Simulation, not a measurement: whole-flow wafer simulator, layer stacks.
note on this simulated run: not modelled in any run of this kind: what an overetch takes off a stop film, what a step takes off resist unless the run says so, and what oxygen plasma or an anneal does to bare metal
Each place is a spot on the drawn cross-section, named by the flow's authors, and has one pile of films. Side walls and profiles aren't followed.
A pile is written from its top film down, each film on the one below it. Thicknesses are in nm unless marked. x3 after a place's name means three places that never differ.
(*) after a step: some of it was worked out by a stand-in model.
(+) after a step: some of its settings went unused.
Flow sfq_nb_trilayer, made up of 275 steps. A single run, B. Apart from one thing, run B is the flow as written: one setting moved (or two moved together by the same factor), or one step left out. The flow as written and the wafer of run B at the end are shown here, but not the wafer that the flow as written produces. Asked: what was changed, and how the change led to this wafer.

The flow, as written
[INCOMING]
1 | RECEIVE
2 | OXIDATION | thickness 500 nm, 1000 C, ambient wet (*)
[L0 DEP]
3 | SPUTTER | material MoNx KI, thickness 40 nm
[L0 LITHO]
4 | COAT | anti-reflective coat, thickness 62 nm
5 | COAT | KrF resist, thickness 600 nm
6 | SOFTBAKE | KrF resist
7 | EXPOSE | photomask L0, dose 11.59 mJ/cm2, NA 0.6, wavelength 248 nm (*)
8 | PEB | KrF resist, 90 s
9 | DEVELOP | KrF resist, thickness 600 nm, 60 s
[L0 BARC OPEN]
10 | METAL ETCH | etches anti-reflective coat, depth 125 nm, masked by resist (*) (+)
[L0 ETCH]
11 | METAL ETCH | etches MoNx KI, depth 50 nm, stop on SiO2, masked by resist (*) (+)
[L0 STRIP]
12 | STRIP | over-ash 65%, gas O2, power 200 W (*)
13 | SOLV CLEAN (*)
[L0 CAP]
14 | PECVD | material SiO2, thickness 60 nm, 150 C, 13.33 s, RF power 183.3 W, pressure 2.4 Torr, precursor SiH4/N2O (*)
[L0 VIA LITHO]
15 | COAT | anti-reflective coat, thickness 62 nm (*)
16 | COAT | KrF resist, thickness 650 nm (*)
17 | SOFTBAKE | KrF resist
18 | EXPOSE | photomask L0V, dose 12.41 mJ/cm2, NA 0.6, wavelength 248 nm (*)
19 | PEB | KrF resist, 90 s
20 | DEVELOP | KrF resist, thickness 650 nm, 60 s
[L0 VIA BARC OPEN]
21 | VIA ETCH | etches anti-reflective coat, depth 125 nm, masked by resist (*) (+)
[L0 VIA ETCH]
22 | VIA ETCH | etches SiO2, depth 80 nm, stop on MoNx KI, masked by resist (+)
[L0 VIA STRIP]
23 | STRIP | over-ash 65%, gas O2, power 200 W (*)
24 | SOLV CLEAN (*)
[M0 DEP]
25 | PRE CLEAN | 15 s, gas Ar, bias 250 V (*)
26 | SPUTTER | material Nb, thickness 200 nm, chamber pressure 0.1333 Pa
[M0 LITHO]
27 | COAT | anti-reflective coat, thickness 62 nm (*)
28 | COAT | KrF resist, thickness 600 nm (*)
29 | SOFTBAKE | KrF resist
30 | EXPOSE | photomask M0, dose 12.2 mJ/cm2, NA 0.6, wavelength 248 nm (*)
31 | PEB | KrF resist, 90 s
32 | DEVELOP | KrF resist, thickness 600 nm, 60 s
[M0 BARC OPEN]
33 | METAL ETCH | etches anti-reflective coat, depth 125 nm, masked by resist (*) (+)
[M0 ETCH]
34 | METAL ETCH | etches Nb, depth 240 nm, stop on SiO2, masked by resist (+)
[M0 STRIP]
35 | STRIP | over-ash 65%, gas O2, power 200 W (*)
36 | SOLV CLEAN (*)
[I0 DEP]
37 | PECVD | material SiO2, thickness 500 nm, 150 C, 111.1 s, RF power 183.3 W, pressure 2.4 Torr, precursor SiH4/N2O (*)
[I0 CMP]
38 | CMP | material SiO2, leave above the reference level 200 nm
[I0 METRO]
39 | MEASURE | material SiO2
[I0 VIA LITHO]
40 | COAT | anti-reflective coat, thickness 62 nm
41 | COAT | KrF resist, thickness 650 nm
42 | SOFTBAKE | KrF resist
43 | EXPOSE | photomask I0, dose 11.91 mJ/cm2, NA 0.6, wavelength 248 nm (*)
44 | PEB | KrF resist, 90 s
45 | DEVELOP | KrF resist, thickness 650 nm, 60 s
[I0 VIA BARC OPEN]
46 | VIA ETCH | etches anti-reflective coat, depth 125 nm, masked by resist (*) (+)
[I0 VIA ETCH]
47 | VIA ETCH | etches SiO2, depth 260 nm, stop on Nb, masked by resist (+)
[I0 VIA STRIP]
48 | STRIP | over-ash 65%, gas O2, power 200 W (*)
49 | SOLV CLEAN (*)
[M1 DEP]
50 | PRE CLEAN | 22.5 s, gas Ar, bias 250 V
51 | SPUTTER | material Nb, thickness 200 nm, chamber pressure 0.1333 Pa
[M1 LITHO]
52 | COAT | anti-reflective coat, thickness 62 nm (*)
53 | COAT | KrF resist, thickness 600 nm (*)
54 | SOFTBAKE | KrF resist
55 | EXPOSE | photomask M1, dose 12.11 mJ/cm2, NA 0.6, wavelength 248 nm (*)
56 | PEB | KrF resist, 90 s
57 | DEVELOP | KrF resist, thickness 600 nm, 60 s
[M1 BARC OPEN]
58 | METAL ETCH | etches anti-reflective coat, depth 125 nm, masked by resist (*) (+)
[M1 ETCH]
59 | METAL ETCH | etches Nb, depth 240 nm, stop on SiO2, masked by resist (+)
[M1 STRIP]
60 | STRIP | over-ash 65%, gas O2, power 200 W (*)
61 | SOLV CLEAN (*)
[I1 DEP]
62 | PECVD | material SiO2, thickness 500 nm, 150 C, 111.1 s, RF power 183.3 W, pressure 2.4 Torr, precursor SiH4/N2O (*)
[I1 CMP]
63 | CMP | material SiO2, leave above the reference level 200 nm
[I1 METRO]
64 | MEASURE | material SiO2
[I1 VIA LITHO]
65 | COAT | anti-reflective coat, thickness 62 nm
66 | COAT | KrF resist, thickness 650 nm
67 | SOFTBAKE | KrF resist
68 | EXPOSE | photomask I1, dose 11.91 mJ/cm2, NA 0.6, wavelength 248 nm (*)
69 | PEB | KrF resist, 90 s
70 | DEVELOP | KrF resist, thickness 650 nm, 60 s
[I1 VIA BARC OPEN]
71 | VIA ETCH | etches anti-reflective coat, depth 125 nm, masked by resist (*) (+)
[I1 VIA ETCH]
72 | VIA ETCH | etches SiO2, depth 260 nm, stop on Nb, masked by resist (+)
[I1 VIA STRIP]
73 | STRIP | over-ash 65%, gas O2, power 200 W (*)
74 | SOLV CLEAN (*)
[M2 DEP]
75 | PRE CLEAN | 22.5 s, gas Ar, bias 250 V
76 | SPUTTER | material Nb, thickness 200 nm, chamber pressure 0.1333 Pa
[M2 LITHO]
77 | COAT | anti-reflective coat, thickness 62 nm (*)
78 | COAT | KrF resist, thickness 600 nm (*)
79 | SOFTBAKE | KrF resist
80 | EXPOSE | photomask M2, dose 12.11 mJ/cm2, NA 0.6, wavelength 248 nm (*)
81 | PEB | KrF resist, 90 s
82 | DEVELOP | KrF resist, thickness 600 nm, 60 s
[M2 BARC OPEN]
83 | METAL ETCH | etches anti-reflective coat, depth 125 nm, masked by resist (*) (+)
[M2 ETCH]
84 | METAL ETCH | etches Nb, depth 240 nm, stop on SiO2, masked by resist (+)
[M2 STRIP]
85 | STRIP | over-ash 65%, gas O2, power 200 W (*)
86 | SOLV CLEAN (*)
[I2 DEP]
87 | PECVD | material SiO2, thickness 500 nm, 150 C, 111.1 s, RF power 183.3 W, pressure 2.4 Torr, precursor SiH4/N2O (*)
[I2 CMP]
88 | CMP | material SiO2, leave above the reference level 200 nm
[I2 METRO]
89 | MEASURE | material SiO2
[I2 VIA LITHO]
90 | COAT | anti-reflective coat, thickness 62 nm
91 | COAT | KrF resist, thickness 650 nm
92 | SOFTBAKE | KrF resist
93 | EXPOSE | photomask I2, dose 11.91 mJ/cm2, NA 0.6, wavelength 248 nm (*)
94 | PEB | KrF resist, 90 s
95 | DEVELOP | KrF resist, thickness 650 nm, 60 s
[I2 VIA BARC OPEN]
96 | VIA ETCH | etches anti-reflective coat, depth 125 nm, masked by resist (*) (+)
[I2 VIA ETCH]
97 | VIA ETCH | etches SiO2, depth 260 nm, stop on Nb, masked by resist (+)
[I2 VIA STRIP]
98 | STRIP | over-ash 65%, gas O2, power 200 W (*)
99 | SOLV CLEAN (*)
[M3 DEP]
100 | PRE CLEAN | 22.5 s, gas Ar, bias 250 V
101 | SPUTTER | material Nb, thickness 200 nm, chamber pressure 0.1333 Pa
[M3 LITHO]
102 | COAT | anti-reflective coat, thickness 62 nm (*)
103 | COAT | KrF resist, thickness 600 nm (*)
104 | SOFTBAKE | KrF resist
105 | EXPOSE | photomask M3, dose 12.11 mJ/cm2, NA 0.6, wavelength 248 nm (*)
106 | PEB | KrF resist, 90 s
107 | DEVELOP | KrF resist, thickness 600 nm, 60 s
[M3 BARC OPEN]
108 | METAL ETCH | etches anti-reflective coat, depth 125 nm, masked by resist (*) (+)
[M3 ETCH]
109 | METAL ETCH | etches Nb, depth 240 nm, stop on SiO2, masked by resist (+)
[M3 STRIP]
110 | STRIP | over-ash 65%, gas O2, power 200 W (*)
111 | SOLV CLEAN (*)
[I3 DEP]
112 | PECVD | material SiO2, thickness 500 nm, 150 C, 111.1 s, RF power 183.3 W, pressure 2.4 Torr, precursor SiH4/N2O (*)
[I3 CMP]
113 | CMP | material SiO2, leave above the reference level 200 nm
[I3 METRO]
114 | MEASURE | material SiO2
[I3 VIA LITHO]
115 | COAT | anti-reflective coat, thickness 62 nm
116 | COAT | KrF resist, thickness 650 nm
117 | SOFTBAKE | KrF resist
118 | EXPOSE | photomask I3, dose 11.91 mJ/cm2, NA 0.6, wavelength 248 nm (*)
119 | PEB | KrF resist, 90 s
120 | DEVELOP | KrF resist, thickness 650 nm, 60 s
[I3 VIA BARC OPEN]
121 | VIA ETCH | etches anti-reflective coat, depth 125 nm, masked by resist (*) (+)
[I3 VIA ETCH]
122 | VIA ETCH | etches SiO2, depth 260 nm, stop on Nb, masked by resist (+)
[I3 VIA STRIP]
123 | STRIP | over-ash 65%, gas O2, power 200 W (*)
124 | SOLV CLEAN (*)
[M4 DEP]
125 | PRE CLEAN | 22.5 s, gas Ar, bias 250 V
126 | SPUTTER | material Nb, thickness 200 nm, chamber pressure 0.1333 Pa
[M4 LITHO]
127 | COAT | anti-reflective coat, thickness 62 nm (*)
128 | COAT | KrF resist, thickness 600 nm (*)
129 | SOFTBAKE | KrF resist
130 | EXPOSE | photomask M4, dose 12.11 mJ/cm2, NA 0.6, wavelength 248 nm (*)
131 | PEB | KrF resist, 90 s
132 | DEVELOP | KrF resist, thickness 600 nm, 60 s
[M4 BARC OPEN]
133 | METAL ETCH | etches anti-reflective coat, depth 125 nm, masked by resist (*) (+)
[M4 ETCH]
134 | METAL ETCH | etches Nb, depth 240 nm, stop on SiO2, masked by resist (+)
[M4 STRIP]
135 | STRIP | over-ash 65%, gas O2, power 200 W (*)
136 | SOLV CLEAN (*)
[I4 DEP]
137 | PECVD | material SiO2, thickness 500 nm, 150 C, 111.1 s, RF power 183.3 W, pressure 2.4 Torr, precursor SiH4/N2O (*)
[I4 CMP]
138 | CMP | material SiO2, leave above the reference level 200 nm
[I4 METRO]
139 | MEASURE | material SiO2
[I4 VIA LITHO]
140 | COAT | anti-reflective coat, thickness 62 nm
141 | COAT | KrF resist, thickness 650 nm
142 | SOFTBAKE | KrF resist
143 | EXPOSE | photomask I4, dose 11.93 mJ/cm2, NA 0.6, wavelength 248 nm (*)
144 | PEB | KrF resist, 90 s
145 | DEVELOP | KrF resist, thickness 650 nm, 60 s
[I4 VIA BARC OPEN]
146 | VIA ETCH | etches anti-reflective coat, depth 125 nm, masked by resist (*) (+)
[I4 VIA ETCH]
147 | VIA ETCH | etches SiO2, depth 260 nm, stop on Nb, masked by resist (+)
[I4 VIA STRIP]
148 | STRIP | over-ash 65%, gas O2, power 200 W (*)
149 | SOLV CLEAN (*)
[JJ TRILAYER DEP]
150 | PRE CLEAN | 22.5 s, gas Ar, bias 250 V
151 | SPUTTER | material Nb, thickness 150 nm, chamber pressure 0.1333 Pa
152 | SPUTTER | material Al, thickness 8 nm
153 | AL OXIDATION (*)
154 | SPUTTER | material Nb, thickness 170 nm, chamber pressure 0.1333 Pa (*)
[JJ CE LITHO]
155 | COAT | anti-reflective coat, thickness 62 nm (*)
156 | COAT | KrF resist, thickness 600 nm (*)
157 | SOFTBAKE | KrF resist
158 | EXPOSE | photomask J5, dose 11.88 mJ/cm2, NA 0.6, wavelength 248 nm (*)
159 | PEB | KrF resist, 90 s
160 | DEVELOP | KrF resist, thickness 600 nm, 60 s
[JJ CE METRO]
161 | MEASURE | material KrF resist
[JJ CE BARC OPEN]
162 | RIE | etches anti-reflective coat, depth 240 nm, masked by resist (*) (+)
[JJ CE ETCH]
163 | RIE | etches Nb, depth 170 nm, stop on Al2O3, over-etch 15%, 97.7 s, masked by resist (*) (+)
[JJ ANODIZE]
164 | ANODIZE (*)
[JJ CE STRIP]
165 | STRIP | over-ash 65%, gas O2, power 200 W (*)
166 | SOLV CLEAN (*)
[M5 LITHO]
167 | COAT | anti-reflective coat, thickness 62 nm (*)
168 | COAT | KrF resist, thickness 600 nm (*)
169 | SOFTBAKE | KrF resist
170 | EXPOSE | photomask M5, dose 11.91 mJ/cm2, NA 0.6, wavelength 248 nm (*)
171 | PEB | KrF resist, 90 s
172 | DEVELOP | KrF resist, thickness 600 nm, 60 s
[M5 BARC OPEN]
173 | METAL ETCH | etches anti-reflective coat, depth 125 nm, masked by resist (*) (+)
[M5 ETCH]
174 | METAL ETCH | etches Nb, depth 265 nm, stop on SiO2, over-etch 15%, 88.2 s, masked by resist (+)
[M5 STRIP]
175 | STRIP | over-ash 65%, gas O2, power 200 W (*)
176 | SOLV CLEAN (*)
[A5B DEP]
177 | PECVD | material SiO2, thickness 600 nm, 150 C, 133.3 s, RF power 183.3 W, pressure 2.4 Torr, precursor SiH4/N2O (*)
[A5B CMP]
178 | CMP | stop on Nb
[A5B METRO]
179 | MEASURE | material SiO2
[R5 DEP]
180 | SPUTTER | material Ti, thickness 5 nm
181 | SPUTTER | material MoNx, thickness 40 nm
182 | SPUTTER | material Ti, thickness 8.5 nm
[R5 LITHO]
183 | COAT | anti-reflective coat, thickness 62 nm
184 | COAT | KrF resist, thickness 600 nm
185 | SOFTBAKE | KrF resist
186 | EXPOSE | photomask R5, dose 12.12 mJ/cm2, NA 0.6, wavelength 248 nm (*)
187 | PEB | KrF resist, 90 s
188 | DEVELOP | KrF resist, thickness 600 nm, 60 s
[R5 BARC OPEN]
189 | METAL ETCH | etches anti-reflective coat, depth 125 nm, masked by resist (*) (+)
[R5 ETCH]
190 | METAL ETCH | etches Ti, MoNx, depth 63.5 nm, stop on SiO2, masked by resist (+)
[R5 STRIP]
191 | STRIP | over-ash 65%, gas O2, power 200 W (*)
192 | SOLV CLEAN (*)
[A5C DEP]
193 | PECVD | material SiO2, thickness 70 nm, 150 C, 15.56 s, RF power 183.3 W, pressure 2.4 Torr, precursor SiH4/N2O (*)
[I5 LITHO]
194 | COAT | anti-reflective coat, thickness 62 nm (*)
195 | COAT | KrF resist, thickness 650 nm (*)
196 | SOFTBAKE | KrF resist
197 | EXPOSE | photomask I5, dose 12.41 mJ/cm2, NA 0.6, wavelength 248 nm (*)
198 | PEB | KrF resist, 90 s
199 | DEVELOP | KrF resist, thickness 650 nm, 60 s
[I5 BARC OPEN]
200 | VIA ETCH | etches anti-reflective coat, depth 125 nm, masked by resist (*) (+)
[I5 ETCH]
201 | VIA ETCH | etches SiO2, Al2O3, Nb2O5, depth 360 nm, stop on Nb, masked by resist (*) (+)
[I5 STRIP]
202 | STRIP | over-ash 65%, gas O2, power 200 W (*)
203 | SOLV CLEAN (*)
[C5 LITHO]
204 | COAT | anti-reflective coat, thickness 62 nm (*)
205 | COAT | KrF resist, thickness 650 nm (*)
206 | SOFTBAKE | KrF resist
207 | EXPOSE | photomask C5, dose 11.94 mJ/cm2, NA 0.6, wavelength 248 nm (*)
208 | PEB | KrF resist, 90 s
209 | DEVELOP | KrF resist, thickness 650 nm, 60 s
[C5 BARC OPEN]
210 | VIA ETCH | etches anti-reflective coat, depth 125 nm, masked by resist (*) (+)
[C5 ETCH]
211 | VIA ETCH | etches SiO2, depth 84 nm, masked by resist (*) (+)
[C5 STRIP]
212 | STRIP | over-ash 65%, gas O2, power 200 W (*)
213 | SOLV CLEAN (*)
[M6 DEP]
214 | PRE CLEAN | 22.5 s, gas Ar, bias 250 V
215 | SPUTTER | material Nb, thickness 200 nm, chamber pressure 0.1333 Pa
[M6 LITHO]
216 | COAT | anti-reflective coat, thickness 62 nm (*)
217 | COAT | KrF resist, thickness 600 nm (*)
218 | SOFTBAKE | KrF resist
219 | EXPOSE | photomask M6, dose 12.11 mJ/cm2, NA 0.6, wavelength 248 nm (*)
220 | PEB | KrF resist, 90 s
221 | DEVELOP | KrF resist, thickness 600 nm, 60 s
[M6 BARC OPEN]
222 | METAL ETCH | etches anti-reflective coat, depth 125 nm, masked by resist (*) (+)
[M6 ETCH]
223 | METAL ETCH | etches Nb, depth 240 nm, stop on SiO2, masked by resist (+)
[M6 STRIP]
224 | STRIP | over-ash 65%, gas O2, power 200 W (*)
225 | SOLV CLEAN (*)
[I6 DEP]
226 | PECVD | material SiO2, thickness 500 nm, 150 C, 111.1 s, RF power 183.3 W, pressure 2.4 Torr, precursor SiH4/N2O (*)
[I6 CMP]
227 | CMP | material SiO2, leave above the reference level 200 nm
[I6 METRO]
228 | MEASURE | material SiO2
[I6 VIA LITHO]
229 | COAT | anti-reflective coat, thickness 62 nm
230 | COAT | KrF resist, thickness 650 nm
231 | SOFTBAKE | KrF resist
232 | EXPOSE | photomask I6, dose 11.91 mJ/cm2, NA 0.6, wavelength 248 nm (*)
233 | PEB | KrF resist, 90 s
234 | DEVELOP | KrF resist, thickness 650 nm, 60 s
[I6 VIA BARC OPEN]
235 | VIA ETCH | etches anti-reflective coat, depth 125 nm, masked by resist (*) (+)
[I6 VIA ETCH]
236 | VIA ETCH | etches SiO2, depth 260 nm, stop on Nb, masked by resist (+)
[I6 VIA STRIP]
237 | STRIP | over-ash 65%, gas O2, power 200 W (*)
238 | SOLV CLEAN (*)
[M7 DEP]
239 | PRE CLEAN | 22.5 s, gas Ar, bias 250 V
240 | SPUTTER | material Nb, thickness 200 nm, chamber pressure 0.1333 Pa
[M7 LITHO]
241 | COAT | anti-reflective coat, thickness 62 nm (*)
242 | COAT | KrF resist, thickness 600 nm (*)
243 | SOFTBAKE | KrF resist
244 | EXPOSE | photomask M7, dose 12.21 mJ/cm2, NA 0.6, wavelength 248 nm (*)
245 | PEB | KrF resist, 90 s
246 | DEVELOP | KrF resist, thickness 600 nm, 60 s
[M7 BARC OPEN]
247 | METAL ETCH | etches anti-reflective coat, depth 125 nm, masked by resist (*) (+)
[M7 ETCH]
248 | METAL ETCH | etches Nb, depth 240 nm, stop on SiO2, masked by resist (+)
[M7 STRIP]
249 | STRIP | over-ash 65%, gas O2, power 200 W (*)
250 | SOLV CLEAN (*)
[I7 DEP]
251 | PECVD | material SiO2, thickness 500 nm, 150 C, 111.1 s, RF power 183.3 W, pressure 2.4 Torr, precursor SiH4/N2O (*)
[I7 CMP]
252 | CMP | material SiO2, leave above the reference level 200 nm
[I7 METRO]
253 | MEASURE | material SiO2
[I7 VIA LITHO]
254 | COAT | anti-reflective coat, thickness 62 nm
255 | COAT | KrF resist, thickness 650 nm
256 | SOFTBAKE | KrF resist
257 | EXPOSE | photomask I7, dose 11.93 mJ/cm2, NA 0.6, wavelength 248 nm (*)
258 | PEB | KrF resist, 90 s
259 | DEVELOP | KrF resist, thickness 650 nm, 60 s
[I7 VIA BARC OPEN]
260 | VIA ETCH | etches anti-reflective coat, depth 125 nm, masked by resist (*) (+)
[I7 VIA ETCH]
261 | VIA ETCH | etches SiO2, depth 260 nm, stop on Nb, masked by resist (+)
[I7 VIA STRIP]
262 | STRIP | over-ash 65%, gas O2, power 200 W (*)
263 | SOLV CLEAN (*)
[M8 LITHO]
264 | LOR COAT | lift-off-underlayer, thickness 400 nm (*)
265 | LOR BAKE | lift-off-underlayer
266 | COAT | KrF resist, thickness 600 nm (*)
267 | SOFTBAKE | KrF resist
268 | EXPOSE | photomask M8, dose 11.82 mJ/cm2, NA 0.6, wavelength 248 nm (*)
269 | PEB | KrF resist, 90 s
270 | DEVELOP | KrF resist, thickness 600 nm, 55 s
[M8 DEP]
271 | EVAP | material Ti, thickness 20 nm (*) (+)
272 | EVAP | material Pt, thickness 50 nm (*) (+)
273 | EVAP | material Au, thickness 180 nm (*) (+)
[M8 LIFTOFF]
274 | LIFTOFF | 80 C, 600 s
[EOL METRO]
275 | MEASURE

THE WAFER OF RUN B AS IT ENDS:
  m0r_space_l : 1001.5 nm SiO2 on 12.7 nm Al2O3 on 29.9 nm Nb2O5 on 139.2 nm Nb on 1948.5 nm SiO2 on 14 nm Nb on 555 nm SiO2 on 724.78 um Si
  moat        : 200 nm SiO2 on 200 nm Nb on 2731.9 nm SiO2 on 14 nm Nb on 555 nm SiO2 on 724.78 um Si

The reason: step 34, METAL ETCH: depth 186 nm was run, whereas the flow has depth 240 nm.

The path from the change to this, step by step:
  34 | METAL ETCH | etches Nb, depth 240 nm, stop on SiO2, masked by resist (+)
      moat, m0r_space_l, m0r_space_r: Nb loses 186 (in the flow as written it would be: Nb loses 200 (all of it))
      field_l, v_sur, via_wl and 100 more: KrF resist loses 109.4 (in the flow as written it would be: KrF resist loses 141.2)
  35 | STRIP | over-ash 65%, gas O2, power 200 W (*)
      p4_fl, p4_fm, p4_w1 and 68 more: KrF resist loses 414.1 (all of it), anti-reflective coat loses 62 (all of it) (in the flow as written it would be: KrF resist loses 382.4 (all of it), anti-reflective coat loses 62 (all of it))
      c5j, ce_r, sp_r, be_r, r_sur, res: KrF resist loses 420.8 (all of it), anti-reflective coat loses 63.6 (all of it) (in the flow as written it would be: KrF resist loses 389 (all of it), anti-reflective coat loses 63.6 (all of it))
      (also at 26 further places)
  37 | PECVD | material SiO2, thickness 500 nm, 150 C, 111.1 s, RF power 183.3 W, pressure 2.4 Torr, precursor SiH4/N2O (*)
      moat, m0r_space_l, m0r_space_r: SiO2 gains 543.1 (new film) (in the flow as written it would be: SiO2 gains 557.1)
If metal films that touch count as one body, m0r_space_l has 2 bodies (between them, from the top down: SiO2 1948.5); the flow as written gives 1 body.
If metal films that touch count as one body, moat has 2 bodies (between them, from the top down: SiO2 2731.9); the flow as written gives 1 body.
